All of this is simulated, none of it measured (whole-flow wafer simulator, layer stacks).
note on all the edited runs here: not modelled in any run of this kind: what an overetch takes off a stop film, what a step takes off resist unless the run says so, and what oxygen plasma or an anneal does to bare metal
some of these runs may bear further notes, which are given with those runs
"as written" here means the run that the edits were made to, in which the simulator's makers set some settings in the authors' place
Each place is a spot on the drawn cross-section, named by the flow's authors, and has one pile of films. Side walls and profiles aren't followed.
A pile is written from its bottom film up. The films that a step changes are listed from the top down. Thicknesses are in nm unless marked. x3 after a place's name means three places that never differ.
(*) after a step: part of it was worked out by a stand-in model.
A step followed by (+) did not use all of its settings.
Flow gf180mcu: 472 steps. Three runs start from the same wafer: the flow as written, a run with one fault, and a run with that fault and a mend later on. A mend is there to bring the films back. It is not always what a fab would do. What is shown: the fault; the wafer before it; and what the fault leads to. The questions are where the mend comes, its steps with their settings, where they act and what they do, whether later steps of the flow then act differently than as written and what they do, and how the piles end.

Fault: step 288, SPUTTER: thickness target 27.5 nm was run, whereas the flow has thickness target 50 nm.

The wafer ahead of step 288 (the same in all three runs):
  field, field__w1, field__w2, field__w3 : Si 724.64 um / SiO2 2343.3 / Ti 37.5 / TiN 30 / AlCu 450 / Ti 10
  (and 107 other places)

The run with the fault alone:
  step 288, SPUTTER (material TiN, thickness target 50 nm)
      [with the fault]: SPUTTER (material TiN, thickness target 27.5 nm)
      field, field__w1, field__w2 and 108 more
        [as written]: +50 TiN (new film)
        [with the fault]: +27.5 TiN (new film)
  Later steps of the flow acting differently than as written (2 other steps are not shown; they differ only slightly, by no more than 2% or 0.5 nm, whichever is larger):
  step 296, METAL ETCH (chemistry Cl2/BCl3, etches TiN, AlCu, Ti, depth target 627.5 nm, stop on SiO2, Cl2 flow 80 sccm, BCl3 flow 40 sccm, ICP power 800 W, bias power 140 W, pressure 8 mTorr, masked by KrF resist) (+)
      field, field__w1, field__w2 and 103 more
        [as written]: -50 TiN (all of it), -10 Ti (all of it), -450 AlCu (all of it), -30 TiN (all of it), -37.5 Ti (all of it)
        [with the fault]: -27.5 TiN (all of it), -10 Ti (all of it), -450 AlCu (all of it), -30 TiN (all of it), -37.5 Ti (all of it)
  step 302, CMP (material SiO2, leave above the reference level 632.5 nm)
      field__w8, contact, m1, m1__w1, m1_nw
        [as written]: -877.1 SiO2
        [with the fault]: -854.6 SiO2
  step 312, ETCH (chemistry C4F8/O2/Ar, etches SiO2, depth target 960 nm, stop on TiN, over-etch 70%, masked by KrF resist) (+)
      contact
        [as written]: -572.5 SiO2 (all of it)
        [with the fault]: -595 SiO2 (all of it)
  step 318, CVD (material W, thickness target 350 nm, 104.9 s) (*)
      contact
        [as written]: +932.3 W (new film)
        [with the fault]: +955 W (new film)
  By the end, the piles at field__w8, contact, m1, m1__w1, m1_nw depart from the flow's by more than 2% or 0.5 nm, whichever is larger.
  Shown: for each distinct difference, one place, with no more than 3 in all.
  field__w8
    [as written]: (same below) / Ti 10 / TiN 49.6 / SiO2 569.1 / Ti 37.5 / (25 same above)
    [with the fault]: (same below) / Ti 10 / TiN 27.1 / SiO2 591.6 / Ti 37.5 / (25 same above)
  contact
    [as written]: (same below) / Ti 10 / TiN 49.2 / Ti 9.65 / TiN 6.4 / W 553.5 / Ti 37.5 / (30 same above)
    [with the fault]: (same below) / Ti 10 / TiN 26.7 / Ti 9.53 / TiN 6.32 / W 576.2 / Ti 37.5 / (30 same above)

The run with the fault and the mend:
  The mend follows step 295.
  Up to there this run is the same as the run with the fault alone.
  step 295a, STRIP (chemistry O2/N2, power 2160 W, pressure 1700 mTorr) (*)
      field__w8, contact, m1, m1__w1, m1_nw
        -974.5 KrF resist (all of it)
  step 295b, SPUTTER (material TiN, thickness target 22.5 nm) (a further turn of the flow's step 288, with different settings)
      field, field__w1, field__w2 and 108 more
        +22.5 TiN
  step 295c, HMDS (120 C, 60 s) (a further turn of the flow's step 290)
      does not change any film at any place that is followed
  step 295d, COAT (KrF resist, thickness 1000 nm) (a further turn of the flow's step 291)
      field, field__w1, field__w2 and 108 more
        +1000 KrF resist (new film)
  step 295e, SOFTBAKE (KrF resist) (a further turn of the flow's step 292)
      does not change any film at any place that is followed
  step 295f, EXPOSE (photomask Metal2) (a further turn of the flow's step 293)
      does not change any film at any place that is followed
  step 295g, PEB (KrF resist, 135 C, 90 s) (a further turn of the flow's step 294)
      field, field__w1, field__w2 and 108 more
        -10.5 KrF resist
  step 295h, DEVELOP (thickness 1000 nm, 60 s) (a further turn of the flow's step 295)
      field, field__w1, field__w2 and 103 more
        -989.5 KrF resist (all of it)
      field__w8, contact, m1, m1__w1, m1_nw
        -14.9 KrF resist
  Every later step of the flow that is run acts as written at every place that is followed.
  By the end, the piles equal the flow's at every place that both follow.
